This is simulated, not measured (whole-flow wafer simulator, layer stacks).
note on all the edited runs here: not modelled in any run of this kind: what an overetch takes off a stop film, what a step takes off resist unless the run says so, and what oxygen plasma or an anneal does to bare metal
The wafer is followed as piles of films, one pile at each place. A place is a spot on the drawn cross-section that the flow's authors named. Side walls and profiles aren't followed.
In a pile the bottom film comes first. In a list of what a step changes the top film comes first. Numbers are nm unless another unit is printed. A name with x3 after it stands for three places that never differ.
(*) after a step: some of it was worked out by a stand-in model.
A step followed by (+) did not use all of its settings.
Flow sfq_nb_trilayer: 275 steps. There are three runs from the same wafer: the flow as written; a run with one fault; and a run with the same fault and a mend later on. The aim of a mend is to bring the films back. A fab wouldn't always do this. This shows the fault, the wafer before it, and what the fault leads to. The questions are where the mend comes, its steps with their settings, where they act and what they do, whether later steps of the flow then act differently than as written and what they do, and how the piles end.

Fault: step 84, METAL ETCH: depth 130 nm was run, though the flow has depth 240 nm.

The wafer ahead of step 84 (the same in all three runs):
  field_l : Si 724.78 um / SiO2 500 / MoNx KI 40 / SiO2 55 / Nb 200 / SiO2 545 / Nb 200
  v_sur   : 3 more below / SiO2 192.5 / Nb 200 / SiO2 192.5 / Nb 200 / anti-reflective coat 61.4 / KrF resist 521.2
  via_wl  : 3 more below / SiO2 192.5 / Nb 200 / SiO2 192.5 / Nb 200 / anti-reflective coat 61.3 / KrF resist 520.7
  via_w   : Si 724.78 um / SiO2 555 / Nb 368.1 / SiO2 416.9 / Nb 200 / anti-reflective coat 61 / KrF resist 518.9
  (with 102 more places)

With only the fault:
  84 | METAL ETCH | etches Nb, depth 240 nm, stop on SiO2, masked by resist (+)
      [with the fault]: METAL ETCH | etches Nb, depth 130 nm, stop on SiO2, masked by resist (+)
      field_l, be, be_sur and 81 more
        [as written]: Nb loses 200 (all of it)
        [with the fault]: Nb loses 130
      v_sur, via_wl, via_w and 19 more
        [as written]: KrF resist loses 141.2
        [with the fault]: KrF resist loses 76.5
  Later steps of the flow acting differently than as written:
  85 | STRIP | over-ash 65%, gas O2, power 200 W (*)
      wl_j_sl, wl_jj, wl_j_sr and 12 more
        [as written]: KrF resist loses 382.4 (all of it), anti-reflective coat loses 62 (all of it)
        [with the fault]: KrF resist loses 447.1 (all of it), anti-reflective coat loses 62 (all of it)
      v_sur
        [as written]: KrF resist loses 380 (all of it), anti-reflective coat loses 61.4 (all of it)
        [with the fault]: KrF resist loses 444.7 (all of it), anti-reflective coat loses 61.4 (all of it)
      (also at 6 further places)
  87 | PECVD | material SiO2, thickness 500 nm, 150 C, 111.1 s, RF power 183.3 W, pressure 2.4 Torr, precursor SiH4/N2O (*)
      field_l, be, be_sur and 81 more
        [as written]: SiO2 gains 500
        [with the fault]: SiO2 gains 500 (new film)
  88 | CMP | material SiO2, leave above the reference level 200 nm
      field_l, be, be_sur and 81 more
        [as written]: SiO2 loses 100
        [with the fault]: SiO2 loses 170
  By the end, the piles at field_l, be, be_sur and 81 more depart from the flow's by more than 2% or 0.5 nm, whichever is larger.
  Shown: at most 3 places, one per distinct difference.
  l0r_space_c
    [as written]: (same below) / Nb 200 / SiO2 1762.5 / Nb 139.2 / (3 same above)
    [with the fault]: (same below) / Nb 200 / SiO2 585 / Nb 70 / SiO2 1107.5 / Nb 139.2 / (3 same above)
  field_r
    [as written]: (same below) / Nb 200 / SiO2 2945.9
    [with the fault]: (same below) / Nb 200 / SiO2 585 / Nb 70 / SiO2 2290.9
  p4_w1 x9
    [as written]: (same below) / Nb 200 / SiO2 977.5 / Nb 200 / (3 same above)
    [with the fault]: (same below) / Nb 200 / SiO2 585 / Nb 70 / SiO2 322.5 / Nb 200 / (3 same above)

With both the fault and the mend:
  The mend follows step 84.
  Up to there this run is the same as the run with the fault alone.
  84a | METAL ETCH | etches Nb, depth 110 nm, stop on SiO2, masked by resist (+) (the flow's step 84, run once more with other settings)
      field_l, be, be_sur and 81 more
        Nb loses 70 (all of it)
      v_sur, via_wl, via_w and 19 more
        KrF resist loses 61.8
  Every later step of the flow that is run acts as written, at every place that is followed, to within 2% or 0.5 nm, whichever is larger.
  The piles end the same as the flow's at every place that both follow.
